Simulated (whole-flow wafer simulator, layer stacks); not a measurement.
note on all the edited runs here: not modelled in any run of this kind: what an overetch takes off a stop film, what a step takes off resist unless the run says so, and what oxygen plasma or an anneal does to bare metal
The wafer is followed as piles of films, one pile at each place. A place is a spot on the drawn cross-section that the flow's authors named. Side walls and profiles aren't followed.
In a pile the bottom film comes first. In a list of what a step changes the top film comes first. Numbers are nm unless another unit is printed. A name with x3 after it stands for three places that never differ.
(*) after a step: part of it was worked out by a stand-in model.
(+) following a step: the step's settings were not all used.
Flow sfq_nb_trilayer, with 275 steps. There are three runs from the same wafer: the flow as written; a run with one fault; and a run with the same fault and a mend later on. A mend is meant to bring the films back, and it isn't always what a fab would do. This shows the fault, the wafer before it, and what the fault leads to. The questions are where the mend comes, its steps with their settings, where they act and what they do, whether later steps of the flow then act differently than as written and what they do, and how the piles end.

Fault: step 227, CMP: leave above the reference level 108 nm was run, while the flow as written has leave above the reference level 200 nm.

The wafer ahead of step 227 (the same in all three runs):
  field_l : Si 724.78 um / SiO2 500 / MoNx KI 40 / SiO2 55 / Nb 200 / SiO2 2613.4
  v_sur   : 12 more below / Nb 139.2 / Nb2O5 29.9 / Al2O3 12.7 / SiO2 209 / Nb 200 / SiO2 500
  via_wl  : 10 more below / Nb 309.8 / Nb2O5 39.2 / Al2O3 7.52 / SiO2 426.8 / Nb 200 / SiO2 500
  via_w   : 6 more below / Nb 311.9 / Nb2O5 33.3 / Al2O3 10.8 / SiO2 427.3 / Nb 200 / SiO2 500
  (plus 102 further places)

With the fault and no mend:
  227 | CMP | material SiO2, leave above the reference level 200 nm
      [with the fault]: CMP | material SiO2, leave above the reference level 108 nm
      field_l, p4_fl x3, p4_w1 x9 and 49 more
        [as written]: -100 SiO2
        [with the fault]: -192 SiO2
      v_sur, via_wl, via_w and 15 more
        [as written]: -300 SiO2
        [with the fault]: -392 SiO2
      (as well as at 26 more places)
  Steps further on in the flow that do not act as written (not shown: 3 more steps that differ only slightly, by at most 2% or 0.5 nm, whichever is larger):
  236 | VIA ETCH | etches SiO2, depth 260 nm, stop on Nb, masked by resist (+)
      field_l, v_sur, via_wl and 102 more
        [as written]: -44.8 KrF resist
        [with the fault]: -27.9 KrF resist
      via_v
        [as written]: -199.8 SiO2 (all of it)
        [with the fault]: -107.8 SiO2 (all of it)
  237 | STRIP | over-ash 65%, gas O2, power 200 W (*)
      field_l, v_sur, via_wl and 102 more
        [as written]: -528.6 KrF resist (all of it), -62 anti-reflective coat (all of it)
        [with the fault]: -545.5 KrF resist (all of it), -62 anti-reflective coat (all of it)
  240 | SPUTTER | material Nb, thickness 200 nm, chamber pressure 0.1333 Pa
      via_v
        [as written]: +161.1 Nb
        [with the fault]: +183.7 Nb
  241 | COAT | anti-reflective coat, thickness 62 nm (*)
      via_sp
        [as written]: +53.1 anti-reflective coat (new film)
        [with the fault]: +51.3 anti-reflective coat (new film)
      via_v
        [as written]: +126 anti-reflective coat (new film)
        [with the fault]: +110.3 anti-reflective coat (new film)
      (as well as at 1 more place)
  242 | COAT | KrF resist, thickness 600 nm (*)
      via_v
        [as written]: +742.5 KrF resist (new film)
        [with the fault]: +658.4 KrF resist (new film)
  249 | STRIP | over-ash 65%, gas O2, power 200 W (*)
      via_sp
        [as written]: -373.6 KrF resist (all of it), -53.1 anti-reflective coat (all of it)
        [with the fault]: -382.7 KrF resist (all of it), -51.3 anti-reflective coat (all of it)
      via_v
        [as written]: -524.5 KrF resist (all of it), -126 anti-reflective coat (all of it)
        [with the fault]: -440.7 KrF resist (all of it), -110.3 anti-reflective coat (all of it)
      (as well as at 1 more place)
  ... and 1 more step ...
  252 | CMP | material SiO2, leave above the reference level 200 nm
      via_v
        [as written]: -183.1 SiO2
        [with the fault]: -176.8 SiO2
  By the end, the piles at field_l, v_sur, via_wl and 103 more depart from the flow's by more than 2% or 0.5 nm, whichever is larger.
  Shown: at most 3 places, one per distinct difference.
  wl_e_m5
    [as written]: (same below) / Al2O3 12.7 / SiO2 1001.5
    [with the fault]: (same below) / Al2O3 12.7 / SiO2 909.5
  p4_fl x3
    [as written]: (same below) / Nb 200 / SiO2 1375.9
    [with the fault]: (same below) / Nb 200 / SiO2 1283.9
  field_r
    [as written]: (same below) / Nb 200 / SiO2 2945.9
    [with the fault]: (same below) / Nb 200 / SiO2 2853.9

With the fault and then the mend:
  The mend stands after step 228.
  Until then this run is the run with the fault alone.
  228a | PECVD | material SiO2, thickness 92 nm, 150 C, 20.44 s, RF power 183.3 W, pressure 2.4 Torr, precursor SiH4/N2O (the flow's step 226 again, with other settings)
      field_l, v_sur, via_wl and 103 more
        +92 SiO2
  None of the later steps of the flow differs from how it acts as written, at any place that is followed, by more than 2% or 0.5 nm, whichever is larger.
  The piles end the same as the flow's at every place that both follow.
